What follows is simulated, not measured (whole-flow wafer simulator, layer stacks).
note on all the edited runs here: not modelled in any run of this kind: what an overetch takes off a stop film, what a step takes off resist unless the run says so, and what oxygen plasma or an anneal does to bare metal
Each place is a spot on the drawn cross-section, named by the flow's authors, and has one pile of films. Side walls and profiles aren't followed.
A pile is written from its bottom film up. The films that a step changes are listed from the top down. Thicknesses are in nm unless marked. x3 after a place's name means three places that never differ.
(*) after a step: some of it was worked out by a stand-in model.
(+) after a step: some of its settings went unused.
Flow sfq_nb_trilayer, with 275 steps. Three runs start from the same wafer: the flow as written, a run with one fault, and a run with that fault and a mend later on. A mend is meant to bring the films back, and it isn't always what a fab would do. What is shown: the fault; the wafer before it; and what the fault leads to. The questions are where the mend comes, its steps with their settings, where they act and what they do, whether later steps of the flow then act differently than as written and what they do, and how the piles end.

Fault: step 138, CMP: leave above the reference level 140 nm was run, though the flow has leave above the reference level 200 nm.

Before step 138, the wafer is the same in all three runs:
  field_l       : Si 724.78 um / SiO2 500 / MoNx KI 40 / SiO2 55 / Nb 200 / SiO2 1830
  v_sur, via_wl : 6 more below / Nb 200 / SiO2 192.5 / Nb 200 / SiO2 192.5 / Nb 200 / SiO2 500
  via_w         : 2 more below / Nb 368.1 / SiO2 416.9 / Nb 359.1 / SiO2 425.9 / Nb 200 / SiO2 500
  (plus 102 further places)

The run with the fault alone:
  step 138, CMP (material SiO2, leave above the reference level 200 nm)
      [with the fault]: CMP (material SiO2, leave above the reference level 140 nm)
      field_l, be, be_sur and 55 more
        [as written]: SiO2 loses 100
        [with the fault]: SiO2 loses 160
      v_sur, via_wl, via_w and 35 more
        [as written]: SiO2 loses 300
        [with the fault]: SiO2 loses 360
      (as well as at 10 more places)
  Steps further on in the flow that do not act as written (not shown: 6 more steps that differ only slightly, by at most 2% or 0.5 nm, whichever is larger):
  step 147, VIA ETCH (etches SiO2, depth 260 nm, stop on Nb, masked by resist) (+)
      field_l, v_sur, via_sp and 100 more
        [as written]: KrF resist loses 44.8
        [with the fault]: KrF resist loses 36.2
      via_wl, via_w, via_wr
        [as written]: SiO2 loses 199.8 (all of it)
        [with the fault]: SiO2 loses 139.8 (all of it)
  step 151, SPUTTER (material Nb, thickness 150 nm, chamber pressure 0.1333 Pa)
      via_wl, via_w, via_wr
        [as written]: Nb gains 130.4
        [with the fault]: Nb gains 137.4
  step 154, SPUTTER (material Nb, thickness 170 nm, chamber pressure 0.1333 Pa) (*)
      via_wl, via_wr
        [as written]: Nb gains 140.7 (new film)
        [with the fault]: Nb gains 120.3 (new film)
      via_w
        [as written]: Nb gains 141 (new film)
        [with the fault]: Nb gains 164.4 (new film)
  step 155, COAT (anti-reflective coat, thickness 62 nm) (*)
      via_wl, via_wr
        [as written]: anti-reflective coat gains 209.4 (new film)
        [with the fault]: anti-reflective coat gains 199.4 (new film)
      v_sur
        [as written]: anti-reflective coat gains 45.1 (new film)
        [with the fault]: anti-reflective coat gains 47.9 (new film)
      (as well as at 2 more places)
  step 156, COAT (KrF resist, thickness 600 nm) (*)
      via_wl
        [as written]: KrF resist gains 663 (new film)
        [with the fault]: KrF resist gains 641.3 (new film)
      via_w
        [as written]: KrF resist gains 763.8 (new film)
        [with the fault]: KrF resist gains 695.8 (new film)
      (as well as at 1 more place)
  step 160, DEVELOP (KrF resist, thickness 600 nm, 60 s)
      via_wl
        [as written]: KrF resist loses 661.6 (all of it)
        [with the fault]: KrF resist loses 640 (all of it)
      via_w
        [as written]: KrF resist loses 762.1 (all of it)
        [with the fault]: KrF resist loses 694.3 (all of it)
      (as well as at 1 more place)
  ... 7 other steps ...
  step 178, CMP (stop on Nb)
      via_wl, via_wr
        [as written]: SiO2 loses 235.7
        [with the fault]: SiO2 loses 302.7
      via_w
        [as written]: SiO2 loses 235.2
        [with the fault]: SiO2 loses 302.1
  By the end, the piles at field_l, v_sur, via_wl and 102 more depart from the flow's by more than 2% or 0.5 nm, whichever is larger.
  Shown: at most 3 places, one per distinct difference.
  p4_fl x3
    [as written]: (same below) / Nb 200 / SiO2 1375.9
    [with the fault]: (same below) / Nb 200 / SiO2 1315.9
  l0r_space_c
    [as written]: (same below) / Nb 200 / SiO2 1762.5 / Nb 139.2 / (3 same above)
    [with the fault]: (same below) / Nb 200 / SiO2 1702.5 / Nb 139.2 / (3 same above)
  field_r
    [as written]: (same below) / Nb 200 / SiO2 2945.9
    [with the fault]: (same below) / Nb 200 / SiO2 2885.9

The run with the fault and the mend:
  The mend follows step 145.
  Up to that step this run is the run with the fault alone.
  step 145a, STRIP (over-ash 65%, gas O2, power 200 W) (*)
      field_l, v_sur, via_sp and 100 more
        KrF resist loses 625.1 (all of it), anti-reflective coat loses 62 (all of it)
      via_wl, via_w, via_wr
        anti-reflective coat loses 62 (all of it)
  step 145b, PECVD (material SiO2, thickness 60 nm, 150 C, 13.33 s, RF power 183.3 W, pressure 2.4 Torr, precursor SiH4/N2O) (the flow's step 137, run once more with other settings)
      field_l, v_sur, via_wl and 103 more
        SiO2 gains 60
  step 145c, COAT (anti-reflective coat, thickness 62 nm) (the flow's step 140, run once more)
      field_l, v_sur, via_wl and 103 more
        anti-reflective coat gains 62 (new film)
  step 145d, COAT (KrF resist, thickness 650 nm) (the flow's step 141, run once more)
      field_l, v_sur, via_wl and 103 more
        KrF resist gains 650 (new film)
  step 145e, SOFTBAKE (KrF resist) (the flow's step 142, run once more)
      leaves every film unchanged at each place that is followed
  step 145f, EXPOSE (photomask I4, dose 11.93 mJ/cm2, NA 0.6, wavelength 248 nm) (*) (the flow's step 143, run once more)
      leaves every film unchanged at each place that is followed
  step 145g, PEB (KrF resist, 90 s) (the flow's step 144, run once more)
      field_l, v_sur, via_wl and 103 more
        KrF resist loses 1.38
  step 145h, DEVELOP (KrF resist, thickness 650 nm, 60 s) (the flow's step 145, run once more)
      field_l, v_sur, via_sp and 100 more
        KrF resist loses 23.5
      via_wl, via_w, via_wr
        KrF resist loses 648.6 (all of it)
  None of the later steps of the flow differs from how it acts as written, at any place that is followed, by more than 2% or 0.5 nm, whichever is larger.
  The piles end only slightly different from the flow's at the places that both follow, by no more than 2% or 0.5 nm, whichever is larger.
